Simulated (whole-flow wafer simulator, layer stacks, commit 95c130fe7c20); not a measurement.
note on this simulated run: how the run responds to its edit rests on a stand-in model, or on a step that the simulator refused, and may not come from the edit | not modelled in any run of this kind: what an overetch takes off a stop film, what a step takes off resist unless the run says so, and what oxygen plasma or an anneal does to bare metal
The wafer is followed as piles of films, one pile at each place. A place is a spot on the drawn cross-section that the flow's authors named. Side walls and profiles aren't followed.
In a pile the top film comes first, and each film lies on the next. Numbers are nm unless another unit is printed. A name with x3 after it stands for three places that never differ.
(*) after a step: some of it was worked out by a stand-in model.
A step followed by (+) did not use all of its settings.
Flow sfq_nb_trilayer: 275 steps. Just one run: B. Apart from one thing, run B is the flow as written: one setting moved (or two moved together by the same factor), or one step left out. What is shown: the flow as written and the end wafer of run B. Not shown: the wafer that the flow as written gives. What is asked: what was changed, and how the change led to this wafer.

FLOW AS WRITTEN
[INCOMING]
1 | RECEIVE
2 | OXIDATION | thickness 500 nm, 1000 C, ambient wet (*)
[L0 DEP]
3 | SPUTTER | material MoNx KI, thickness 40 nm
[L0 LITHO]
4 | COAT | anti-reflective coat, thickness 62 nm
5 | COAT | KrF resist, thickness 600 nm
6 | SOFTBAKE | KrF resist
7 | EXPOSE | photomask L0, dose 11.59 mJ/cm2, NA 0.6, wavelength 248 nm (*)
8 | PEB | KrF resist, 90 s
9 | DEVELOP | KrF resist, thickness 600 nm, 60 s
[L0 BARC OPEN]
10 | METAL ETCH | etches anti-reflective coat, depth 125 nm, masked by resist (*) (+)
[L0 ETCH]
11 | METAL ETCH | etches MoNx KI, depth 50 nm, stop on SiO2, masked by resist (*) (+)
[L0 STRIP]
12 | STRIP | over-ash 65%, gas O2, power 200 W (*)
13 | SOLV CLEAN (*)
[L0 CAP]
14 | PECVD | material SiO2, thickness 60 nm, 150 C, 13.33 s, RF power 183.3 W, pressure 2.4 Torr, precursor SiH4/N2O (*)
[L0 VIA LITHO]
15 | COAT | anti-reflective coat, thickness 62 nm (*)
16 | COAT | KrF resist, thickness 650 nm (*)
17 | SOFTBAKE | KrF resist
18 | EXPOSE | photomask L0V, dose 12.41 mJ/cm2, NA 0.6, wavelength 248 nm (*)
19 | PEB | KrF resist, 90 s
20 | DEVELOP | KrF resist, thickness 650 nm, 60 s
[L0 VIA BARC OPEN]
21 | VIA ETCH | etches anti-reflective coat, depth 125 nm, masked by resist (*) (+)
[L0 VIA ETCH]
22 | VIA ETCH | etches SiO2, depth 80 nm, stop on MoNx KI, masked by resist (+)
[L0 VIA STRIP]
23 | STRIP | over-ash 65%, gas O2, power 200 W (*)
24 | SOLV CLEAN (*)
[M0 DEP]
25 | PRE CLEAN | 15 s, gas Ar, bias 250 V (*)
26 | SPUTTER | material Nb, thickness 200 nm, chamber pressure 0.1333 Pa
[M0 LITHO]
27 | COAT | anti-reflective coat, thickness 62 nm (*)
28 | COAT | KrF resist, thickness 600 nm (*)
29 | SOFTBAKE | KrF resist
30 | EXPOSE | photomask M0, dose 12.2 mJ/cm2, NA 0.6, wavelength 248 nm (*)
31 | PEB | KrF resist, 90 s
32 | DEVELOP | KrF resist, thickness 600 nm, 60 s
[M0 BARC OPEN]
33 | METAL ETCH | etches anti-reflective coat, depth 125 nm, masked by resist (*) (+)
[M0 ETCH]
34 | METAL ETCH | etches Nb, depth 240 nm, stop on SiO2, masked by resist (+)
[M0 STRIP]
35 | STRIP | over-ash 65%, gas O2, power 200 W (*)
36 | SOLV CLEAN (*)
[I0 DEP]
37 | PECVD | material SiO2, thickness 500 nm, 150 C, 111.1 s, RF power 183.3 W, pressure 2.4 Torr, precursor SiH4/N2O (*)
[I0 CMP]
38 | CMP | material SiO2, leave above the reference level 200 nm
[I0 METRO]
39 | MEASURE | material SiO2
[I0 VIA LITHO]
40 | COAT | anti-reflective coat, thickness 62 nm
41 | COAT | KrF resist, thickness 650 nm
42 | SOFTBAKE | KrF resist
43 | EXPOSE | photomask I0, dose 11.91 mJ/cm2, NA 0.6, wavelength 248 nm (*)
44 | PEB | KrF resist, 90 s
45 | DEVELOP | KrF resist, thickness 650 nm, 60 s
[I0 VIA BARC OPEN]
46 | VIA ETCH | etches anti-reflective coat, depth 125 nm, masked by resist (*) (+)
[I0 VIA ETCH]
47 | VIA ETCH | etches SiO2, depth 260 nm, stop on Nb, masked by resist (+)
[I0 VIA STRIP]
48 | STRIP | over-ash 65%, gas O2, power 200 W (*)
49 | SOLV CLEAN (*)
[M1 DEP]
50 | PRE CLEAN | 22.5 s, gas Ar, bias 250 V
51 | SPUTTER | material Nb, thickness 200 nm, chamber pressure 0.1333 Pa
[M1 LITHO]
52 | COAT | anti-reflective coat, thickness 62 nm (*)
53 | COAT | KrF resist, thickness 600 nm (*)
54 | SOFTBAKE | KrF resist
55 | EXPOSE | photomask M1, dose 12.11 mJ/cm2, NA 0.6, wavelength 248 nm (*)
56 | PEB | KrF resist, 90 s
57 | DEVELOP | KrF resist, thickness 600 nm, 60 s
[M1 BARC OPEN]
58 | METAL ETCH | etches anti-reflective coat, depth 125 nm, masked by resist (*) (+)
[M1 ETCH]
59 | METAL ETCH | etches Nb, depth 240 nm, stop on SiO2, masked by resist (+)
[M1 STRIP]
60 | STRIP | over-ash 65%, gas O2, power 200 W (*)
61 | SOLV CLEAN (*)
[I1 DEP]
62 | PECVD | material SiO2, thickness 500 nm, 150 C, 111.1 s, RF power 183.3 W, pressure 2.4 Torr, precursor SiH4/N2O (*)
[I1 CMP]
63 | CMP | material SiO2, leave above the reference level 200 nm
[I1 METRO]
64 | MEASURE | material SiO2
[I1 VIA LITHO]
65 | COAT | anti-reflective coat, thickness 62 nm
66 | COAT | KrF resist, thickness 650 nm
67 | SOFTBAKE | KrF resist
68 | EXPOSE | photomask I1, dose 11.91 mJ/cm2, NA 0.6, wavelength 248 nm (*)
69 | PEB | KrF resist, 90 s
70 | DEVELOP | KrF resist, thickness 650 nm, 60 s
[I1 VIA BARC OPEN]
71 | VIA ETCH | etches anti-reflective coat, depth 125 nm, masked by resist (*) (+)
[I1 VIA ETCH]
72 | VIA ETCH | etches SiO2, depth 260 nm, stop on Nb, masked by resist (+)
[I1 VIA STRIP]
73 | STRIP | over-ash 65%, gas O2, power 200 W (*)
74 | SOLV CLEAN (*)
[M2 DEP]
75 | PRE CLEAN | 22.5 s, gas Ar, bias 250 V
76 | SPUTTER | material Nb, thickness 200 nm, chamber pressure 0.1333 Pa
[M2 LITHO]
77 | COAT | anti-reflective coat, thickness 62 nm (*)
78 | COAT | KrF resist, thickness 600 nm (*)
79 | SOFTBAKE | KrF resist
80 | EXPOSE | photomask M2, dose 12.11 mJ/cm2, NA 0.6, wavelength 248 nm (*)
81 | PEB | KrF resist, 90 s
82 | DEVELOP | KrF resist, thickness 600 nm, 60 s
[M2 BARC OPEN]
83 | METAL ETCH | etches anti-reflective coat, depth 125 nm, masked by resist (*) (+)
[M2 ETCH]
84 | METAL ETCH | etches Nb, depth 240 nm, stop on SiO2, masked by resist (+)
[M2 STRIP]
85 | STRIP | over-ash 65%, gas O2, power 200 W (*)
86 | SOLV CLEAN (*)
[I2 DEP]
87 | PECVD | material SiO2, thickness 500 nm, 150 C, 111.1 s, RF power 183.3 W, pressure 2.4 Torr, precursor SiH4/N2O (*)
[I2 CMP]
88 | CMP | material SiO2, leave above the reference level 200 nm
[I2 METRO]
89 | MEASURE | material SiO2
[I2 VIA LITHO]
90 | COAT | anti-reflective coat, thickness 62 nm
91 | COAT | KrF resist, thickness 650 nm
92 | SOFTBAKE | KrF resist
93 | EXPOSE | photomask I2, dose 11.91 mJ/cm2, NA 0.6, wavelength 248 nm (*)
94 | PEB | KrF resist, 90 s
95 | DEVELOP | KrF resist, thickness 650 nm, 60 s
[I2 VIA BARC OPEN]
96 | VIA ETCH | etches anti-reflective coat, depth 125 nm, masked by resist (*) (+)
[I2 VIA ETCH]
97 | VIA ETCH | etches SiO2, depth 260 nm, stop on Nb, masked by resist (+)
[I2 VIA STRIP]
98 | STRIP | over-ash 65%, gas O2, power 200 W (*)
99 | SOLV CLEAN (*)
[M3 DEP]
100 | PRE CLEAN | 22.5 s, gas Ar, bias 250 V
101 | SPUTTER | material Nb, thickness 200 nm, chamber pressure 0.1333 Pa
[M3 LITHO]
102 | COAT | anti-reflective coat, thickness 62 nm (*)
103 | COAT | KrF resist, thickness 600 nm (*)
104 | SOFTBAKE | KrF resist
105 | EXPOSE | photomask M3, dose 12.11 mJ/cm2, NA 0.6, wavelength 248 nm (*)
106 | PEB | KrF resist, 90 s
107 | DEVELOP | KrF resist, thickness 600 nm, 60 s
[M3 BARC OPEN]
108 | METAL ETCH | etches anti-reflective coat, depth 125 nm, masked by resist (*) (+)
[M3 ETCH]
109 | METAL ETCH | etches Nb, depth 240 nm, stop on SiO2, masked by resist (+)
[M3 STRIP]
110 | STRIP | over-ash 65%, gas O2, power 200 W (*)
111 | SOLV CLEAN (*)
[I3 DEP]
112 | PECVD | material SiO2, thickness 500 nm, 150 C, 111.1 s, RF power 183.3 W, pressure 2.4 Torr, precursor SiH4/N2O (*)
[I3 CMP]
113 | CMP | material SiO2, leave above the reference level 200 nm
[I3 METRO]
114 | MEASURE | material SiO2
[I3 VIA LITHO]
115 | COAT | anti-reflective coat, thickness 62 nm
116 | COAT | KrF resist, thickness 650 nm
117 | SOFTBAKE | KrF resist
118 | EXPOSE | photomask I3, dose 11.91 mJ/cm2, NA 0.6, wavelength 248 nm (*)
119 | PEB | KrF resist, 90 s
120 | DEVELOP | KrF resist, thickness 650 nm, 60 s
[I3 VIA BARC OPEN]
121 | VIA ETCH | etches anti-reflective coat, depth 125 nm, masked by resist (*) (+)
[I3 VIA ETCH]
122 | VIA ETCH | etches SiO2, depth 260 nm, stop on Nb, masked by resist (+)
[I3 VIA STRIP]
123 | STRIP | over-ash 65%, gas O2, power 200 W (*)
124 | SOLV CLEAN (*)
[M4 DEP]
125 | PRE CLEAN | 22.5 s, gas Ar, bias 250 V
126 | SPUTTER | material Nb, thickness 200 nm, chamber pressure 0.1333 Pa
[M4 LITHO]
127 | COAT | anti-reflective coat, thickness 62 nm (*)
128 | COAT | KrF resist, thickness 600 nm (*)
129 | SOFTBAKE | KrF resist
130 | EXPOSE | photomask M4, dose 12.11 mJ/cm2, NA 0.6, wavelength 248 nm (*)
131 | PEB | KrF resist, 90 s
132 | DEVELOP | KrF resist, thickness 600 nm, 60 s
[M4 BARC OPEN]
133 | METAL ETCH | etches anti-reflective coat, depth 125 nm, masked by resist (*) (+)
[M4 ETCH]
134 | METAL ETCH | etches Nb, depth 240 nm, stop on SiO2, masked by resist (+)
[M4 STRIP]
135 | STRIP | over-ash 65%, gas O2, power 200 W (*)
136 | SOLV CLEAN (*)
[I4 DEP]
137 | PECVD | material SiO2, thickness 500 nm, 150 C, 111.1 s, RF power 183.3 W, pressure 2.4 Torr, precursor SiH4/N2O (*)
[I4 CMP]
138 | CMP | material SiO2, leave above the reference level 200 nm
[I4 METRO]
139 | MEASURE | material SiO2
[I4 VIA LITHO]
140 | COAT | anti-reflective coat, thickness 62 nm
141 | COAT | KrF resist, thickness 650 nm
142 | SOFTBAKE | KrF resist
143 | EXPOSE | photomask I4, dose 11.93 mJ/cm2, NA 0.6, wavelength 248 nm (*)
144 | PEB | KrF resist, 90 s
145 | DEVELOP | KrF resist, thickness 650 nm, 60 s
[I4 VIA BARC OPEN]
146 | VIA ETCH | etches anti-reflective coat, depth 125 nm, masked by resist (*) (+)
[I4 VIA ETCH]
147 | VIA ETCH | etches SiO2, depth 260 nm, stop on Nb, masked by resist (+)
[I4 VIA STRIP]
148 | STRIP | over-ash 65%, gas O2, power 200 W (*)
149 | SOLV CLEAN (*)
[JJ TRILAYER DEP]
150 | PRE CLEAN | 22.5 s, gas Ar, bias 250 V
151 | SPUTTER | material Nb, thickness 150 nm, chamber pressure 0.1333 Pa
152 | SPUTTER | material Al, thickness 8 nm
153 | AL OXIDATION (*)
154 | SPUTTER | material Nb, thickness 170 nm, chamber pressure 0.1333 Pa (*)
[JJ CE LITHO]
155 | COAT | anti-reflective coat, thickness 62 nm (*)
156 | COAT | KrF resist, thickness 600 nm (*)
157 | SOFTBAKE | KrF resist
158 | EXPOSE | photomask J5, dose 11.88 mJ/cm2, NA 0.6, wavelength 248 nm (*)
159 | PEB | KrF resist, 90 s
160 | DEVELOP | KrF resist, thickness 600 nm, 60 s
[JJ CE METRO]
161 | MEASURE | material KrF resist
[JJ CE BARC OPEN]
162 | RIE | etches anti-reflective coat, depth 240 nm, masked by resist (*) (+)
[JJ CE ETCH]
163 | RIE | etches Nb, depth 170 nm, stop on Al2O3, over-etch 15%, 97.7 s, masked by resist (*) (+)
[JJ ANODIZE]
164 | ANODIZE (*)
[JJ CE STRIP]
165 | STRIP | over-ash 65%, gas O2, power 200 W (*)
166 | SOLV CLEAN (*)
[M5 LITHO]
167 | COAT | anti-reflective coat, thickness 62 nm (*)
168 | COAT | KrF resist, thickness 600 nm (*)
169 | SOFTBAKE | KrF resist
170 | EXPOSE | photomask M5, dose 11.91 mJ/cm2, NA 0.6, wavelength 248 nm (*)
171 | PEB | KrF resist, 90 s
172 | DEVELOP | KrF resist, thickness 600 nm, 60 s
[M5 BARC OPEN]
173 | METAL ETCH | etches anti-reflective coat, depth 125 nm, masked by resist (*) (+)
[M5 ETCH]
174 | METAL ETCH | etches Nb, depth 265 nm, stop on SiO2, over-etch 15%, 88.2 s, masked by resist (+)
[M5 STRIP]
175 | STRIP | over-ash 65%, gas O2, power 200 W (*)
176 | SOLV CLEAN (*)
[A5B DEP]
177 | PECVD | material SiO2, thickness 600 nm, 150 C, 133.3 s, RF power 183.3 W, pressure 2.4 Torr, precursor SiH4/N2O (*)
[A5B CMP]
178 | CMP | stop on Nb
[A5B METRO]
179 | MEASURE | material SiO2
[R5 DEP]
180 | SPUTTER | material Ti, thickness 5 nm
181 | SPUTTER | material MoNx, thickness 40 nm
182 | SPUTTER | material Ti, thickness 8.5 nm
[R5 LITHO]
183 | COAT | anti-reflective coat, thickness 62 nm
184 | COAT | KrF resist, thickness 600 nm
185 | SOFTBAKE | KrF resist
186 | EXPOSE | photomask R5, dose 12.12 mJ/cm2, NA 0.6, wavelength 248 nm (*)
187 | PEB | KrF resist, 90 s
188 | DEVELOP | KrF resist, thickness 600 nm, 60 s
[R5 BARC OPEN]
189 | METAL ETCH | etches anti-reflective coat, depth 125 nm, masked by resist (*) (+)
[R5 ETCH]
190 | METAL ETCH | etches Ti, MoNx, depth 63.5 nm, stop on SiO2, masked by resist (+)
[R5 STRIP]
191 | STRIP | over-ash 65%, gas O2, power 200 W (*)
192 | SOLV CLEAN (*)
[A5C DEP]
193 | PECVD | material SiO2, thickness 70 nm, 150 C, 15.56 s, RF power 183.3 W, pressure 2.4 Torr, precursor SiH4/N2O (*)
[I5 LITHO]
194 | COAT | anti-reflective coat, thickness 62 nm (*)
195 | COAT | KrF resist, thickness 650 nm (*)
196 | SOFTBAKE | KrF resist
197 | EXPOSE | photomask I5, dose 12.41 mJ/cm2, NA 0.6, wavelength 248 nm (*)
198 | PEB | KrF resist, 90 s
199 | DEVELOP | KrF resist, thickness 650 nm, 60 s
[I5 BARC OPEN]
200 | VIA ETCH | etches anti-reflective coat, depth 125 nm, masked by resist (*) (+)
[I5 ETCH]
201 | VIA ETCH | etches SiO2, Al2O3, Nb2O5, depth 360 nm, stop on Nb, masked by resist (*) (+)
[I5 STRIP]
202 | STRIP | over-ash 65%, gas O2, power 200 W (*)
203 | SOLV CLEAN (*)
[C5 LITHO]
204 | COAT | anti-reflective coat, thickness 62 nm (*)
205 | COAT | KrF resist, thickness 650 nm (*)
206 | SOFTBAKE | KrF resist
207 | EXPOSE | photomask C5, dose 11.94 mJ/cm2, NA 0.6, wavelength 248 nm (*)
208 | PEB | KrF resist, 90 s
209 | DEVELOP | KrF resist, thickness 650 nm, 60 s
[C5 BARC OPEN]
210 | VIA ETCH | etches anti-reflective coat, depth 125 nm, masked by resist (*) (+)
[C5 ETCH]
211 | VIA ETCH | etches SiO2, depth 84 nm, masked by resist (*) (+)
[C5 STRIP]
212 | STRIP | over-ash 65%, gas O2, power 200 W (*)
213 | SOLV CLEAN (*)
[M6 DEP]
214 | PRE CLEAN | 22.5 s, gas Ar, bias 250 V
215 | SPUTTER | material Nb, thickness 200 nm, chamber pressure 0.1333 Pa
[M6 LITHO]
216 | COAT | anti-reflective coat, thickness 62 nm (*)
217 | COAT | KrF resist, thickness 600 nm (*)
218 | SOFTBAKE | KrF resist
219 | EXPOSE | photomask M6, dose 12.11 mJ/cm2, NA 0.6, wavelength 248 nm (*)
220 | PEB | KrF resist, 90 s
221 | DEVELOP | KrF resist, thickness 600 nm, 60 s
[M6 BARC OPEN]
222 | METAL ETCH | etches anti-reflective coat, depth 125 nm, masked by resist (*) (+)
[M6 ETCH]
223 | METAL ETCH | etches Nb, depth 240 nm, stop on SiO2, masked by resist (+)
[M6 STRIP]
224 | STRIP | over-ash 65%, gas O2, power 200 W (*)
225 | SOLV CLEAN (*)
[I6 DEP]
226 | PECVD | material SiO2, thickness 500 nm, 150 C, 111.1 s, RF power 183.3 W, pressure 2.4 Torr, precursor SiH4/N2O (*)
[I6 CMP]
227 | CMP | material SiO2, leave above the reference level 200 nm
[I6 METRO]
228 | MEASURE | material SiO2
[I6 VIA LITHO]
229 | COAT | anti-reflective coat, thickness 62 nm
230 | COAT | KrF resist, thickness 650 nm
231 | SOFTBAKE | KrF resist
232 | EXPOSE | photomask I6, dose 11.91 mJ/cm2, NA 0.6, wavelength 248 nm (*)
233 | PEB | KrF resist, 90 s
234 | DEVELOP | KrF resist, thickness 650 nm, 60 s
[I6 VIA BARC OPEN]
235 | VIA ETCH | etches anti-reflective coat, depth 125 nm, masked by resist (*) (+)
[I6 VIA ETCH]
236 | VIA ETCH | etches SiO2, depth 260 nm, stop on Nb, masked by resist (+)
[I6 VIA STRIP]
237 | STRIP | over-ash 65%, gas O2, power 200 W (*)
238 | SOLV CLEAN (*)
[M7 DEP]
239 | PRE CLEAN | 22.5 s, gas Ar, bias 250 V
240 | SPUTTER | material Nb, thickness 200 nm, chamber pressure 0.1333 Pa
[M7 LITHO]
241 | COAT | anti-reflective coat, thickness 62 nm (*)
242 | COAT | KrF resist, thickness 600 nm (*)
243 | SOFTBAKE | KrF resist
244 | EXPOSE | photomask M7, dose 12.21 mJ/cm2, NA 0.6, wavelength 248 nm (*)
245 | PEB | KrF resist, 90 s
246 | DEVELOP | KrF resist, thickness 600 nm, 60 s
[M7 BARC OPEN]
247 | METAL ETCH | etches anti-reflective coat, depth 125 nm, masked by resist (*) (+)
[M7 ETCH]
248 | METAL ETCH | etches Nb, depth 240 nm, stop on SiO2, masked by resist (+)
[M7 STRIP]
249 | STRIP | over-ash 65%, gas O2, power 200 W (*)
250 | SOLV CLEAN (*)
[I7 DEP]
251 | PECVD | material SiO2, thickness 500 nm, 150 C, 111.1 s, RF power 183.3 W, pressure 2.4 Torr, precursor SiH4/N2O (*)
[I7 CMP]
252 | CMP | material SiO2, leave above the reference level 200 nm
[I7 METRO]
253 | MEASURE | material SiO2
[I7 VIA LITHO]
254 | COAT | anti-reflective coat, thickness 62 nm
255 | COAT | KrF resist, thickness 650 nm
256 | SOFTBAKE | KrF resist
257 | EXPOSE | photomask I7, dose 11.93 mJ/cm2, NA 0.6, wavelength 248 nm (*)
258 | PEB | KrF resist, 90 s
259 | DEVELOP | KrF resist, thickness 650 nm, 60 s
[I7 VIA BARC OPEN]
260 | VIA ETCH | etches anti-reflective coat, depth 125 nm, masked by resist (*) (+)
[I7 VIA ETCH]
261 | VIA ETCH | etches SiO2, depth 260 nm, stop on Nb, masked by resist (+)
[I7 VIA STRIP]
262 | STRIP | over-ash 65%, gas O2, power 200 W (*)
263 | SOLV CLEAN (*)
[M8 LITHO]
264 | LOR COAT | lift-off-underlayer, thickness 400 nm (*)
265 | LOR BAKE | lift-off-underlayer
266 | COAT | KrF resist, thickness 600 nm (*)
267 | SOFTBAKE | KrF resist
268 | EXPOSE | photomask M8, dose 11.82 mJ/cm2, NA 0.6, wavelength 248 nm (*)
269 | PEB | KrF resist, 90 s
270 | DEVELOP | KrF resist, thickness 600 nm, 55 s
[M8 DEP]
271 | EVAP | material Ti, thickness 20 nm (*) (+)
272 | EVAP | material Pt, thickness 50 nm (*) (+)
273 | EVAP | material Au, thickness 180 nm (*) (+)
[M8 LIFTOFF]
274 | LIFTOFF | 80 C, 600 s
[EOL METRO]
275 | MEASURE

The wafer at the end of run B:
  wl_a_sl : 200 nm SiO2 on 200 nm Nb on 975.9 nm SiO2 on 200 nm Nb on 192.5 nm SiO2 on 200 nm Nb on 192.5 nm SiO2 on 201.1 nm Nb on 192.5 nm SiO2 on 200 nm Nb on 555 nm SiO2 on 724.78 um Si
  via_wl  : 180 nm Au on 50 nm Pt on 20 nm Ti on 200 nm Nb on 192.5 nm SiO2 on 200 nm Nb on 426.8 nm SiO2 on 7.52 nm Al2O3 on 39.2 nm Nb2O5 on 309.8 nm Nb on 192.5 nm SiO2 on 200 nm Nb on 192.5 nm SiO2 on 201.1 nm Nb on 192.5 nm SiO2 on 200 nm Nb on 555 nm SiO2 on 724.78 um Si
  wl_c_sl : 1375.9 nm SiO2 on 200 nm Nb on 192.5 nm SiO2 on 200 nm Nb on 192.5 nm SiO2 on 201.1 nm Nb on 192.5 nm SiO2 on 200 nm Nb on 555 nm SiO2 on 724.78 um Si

What caused this: step 62, PECVD: material SiO2, thickness 500 nm, 150 C, 111.1 s, RF power 183.3 W, pressure 2.4 Torr, precursor SiH4/N2O (*), was skipped.

Step by step, how the change led to this:
  63 | CMP | material SiO2, leave above the reference level 200 nm
      field_l, be, be_sur and 72 more: nothing (as written it would have been: SiO2 loses 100)
      v_sur, via_wl, via_wr and 20 more: Nb loses 192.5 (as written it would have been: SiO2 loses 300)
      (also at 8 further places)
  65 | COAT | anti-reflective coat, thickness 62 nm
      wl_d_sl, wl_d_sr: anti-reflective coat gains 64 (new film) (as written it would have been: anti-reflective coat gains 62 (new film))
      m5r_linepad_l, m5r_linepad_r: anti-reflective coat gains 64.6 (new film) (as written it would have been: anti-reflective coat gains 62 (new film))
      (also at 11 further places)
  72 | VIA ETCH | etches SiO2, depth 260 nm, stop on Nb, masked by resist (+)
      via_v: Nb loses 7.5 (all of it), SiO2 loses 170 (as written it would have been: SiO2 loses 199.8 (all of it))
  73 | STRIP | over-ash 65%, gas O2, power 200 W (*)
      wl_d_sl, wl_d_sr: KrF resist loses 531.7 (all of it), anti-reflective coat loses 64 (all of it) (as written it would have been: KrF resist loses 528.6 (all of it), anti-reflective coat loses 62 (all of it))
      m5r_linepad_l, m5r_linepad_r: KrF resist loses 528 (all of it), anti-reflective coat loses 64.6 (all of it) (as written it would have been: KrF resist loses 528.6 (all of it), anti-reflective coat loses 62 (all of it))
      (also at 11 further places)
  75 | PRE CLEAN | 22.5 s, gas Ar, bias 250 V
      v_sur, via_wl, via_w and 20 more: Nb loses 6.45 (as written it would have been: SiO2 loses 7.5)
      via_v: SiO2 loses 7.5 (as written it would have been: Nb loses 6.45)
  76 | SPUTTER | material Nb, thickness 200 nm, chamber pressure 0.1333 Pa
      v_sur, via_wl, via_w and 20 more: Nb gains 200 (as written it would have been: Nb gains 200 (new film))
      via_v: Nb gains 178.7 (new film) (as written it would have been: Nb gains 174.5)
  77 | COAT | anti-reflective coat, thickness 62 nm (*)
      wl_d_sl, wl_d_sr: anti-reflective coat gains 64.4 (new film) (as written it would have been: anti-reflective coat gains 62 (new film))
      wl_f_sl, r5r_line_l: anti-reflective coat gains 63.4 (new film) (as written it would have been: anti-reflective coat gains 62 (new film))
      (also at 14 further places)
  78 | COAT | KrF resist, thickness 600 nm (*)
      via_v: KrF resist gains 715 (new film) (as written it would have been: KrF resist gains 733.7 (new film))
  83 | METAL ETCH | etches anti-reflective coat, depth 125 nm, masked by resist (*) (+)
      wl_d_sl, wl_d_sr: anti-reflective coat loses 64.4 (all of it) (as written it would have been: anti-reflective coat loses 62 (all of it))
      wl_f_sl, r5r_line_l: anti-reflective coat loses 63.4 (all of it) (as written it would have been: anti-reflective coat loses 62 (all of it))
      (also at 8 further places)
  85 | STRIP | over-ash 65%, gas O2, power 200 W (*)
      v_sur: KrF resist loses 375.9 (all of it), anti-reflective coat loses 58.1 (all of it) (as written it would have been: KrF resist loses 380 (all of it), anti-reflective coat loses 61.4 (all of it))
      via_wl: KrF resist loses 379.9 (all of it), anti-reflective coat loses 53 (all of it) (as written it would have been: KrF resist loses 379.5 (all of it), anti-reflective coat loses 61.3 (all of it))
      (also at 4 further places)
  87 | PECVD | material SiO2, thickness 500 nm, 150 C, 111.1 s, RF power 183.3 W, pressure 2.4 Torr, precursor SiH4/N2O (*)
      via_v: SiO2 gains 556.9 (new film) (as written it would have been: SiO2 gains 606 (new film))
  88 | CMP | material SiO2, leave above the reference level 200 nm
      field_l, be, be_sur and 79 more: SiO2 loses 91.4 (as written it would have been: SiO2 loses 100)
      via_w: SiO2 loses 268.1 (as written it would have been: SiO2 loses 300)
      (also at 1 further place)
  97 | VIA ETCH | etches SiO2, depth 260 nm, stop on Nb, masked by resist (+)
      via_w: SiO2 loses 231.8 (all of it) (as written it would have been: SiO2 loses 199.8 (all of it))
  101 | SPUTTER | material Nb, thickness 200 nm, chamber pressure 0.1333 Pa
      via_w: Nb gains 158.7 (as written it would have been: Nb gains 165.5)
  102 | COAT | anti-reflective coat, thickness 62 nm (*)
      via_wl, via_wr: anti-reflective coat gains 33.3 (new film) (as written it would have been: anti-reflective coat gains 34.2 (new film))
      via_w: anti-reflective coat gains 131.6 (new film) (as written it would have been: anti-reflective coat gains 124.8 (new film))
  103 | COAT | KrF resist, thickness 600 nm (*)
      via_w: KrF resist gains 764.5 (new film) (as written it would have been: KrF resist gains 737.9 (new film))
  ... 1 other step ...
  112 | PECVD | material SiO2, thickness 500 nm, 150 C, 111.1 s, RF power 183.3 W, pressure 2.4 Torr, precursor SiH4/N2O (*)
      via_w: SiO2 gains 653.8 (new film) (as written it would have been: SiO2 gains 615 (new film))
Taking metal films that touch as one body, wl_a_sl has 5 bodies (between them, from the top down: SiO2 975.9; SiO2 192.5; SiO2 192.5; SiO2 192.5); the flow as written gives 6 bodies (between them, from the top down: SiO2 975.9; SiO2 192.5; SiO2 192.5; SiO2 192.5; SiO2 192.5).
Taking metal films that touch as one body, via_wl has 6 bodies (between them, from the top down: SiO2 192.5; SiO2 426.8 / Al2O3 7.52 / Nb2O5 39.2; SiO2 192.5; SiO2 192.5; SiO2 192.5); the flow as written gives 7 bodies (between them, from the top down: SiO2 192.5; SiO2 426.8 / Al2O3 7.52 / Nb2O5 39.2; SiO2 192.5; SiO2 192.5; SiO2 192.5; SiO2 192.5).
Taking metal films that touch as one body, wl_c_sl has 4 bodies (between them, from the top down: SiO2 192.5; SiO2 192.5; SiO2 192.5); the flow as written gives 5 bodies (between them, from the top down: SiO2 192.5; SiO2 192.5; SiO2 192.5; SiO2 192.5).
